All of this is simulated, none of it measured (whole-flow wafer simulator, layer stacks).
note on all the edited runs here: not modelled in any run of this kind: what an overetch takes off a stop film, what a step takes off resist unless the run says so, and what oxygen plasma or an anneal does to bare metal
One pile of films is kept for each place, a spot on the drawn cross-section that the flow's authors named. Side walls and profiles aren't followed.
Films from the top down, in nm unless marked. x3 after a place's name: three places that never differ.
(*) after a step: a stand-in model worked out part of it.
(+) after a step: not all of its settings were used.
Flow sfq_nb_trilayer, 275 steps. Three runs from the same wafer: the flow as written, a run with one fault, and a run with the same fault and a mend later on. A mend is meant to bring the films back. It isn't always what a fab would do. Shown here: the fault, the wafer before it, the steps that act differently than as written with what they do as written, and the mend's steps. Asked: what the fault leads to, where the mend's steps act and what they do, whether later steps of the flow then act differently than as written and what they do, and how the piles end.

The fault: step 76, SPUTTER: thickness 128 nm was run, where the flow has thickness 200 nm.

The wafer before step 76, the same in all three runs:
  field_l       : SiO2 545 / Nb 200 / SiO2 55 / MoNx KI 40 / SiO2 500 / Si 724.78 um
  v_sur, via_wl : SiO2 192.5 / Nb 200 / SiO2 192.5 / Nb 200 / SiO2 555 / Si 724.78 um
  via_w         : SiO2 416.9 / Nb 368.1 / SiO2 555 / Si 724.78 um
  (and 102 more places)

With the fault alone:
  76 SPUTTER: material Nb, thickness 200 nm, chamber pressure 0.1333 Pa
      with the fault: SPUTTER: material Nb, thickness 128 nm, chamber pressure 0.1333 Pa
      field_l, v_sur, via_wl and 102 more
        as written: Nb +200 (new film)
        with the fault: Nb +128 (new film)
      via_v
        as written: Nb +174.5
        with the fault: Nb +112.5
  Later steps of the flow that act differently than as written (4 more steps differ only slightly, by at most 2% or 0.5 nm, whichever is larger, and aren't shown):
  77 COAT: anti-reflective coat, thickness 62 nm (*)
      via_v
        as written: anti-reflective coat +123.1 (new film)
        with the fault: anti-reflective coat +120 (new film)
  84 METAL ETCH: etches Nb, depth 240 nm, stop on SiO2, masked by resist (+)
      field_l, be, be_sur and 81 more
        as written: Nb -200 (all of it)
        with the fault: Nb -128 (all of it)
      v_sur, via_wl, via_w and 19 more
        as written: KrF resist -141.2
        with the fault: KrF resist -112.9
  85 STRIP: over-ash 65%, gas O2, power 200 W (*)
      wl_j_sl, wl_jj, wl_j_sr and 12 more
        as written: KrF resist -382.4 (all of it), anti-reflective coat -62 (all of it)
        with the fault: KrF resist -410.6 (all of it), anti-reflective coat -62 (all of it)
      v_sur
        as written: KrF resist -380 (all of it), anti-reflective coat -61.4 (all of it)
        with the fault: KrF resist -408.3 (all of it), anti-reflective coat -61.4 (all of it)
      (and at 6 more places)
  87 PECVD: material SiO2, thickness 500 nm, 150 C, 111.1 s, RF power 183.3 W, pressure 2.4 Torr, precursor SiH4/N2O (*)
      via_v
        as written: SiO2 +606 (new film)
        with the fault: SiO2 +588.3 (new film)
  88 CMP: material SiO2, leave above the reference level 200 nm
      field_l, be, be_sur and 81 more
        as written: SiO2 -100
        with the fault: SiO2 -172
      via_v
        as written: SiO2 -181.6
        with the fault: SiO2 -173.8
  At the end the piles differ from the flow's by more than 2% or 0.5 nm, whichever is larger, at field_l, v_sur, via_wl and 103 more.
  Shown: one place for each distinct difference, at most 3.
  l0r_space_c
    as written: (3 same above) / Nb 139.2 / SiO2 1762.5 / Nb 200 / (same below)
    with the fault: (3 same above) / Nb 139.2 / SiO2 1690.5 / Nb 200 / (same below)
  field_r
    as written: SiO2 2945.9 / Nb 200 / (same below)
    with the fault: SiO2 2873.9 / Nb 200 / (same below)
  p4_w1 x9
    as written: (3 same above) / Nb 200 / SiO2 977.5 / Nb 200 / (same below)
    with the fault: (3 same above) / Nb 200 / SiO2 905.5 / Nb 200 / (same below)

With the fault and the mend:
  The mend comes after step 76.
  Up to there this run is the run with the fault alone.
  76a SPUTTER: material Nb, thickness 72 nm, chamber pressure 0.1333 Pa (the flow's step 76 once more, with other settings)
      field_l, v_sur, via_wl and 102 more
        Nb +72
      via_v
        Nb +57.9
  No later step of the flow acts differently than as written, at any place that is followed, by more than 2% or 0.5 nm, whichever is larger.
  At the end the piles differ from the flow's only slightly at the places that both follow, by at most 2% or 0.5 nm, whichever is larger.
